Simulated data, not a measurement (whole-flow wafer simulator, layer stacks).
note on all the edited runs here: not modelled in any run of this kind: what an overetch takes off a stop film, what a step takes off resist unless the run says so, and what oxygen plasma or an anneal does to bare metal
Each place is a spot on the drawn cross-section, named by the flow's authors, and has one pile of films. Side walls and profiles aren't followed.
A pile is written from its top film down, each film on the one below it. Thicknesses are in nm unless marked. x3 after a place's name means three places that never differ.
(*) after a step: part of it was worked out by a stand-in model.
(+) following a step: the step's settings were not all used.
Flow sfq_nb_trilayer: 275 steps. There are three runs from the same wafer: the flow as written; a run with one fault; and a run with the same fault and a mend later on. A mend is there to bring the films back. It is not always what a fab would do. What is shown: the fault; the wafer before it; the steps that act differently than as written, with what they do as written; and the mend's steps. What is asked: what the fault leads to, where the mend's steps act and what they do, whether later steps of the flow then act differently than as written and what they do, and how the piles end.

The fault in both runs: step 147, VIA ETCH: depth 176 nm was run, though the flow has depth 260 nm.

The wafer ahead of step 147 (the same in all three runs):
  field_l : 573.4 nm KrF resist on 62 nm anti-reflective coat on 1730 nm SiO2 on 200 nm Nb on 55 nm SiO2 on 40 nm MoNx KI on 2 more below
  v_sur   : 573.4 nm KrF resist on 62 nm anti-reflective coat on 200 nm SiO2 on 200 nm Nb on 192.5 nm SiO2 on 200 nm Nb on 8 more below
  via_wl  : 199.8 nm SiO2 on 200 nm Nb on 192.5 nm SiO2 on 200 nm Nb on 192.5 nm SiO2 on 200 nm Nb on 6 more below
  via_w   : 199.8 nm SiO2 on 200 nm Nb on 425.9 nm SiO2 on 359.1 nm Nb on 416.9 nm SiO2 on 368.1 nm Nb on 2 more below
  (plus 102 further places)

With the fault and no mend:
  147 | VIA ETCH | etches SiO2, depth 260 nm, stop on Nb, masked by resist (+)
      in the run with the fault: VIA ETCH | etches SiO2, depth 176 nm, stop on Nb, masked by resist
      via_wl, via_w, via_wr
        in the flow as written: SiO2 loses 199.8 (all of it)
        in the run with the fault: SiO2 loses 176
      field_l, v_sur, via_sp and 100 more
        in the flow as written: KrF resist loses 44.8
        in the run with the fault: KrF resist loses 30.3
  Later steps of the flow acting differently than as written (not shown: 6 more steps that differ only slightly, by at most 2% or 0.5 nm, whichever is larger):
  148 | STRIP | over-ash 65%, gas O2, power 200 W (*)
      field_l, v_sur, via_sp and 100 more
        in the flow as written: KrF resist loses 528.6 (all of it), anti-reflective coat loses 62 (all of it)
        in the run with the fault: KrF resist loses 543.1 (all of it), anti-reflective coat loses 62 (all of it)
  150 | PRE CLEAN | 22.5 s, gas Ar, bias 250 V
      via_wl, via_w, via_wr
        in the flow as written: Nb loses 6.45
        in the run with the fault: SiO2 loses 7.5
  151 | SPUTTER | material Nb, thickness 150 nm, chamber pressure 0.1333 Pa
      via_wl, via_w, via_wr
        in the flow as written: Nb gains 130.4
        in the run with the fault: Nb gains 133 (new film)
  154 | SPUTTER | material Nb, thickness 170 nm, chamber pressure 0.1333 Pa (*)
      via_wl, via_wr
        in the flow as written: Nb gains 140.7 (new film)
        in the run with the fault: Nb gains 144.7 (new film)
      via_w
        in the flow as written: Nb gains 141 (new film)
        in the run with the fault: Nb gains 145 (new film)
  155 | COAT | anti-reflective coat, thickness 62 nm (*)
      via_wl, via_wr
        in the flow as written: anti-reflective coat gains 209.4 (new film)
        in the run with the fault: anti-reflective coat gains 187.2 (new film)
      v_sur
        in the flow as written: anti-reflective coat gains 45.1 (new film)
        in the run with the fault: anti-reflective coat gains 46.2 (new film)
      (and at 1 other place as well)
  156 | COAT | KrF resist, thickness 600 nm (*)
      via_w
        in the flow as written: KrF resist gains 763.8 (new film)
        in the run with the fault: KrF resist gains 742.2 (new film)
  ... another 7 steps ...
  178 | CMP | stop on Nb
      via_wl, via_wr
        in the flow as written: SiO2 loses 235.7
        in the run with the fault: SiO2 loses 261.1
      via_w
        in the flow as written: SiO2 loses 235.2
        in the run with the fault: SiO2 loses 260.6
  By the end, the piles at via_wl, via_w, via_wr depart from the flow's by more than 2% or 0.5 nm, whichever is larger.
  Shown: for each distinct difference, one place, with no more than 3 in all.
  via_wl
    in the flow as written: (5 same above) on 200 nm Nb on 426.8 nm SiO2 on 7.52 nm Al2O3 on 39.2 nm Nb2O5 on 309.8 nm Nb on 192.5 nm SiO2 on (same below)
    in the run with the fault: (5 same above) on 200 nm Nb on 401.4 nm SiO2 on 7.59 nm Al2O3 on 39.1 nm Nb2O5 on 119 nm Nb on 16.3 nm SiO2 on 200 nm Nb on 192.5 nm SiO2 on (same below)
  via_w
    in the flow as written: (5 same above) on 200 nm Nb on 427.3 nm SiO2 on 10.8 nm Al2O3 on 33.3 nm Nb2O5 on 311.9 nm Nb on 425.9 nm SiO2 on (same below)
    in the run with the fault: (5 same above) on 200 nm Nb on 401.9 nm SiO2 on 11 nm Al2O3 on 32.9 nm Nb2O5 on 121.2 nm Nb on 16.3 nm SiO2 on 200 nm Nb on 425.9 nm SiO2 on (same below)

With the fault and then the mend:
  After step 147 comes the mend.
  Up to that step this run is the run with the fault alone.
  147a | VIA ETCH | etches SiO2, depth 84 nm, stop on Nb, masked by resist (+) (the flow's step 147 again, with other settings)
      field_l, v_sur, via_sp and 100 more
        KrF resist loses 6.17
      via_wl, via_w, via_wr
        SiO2 loses 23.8 (all of it)
  None of the later steps of the flow differs from how it acts as written, at any place that is followed, by more than 2% or 0.5 nm, whichever is larger.
  By the end, the piles equal the flow's at every place that both follow.
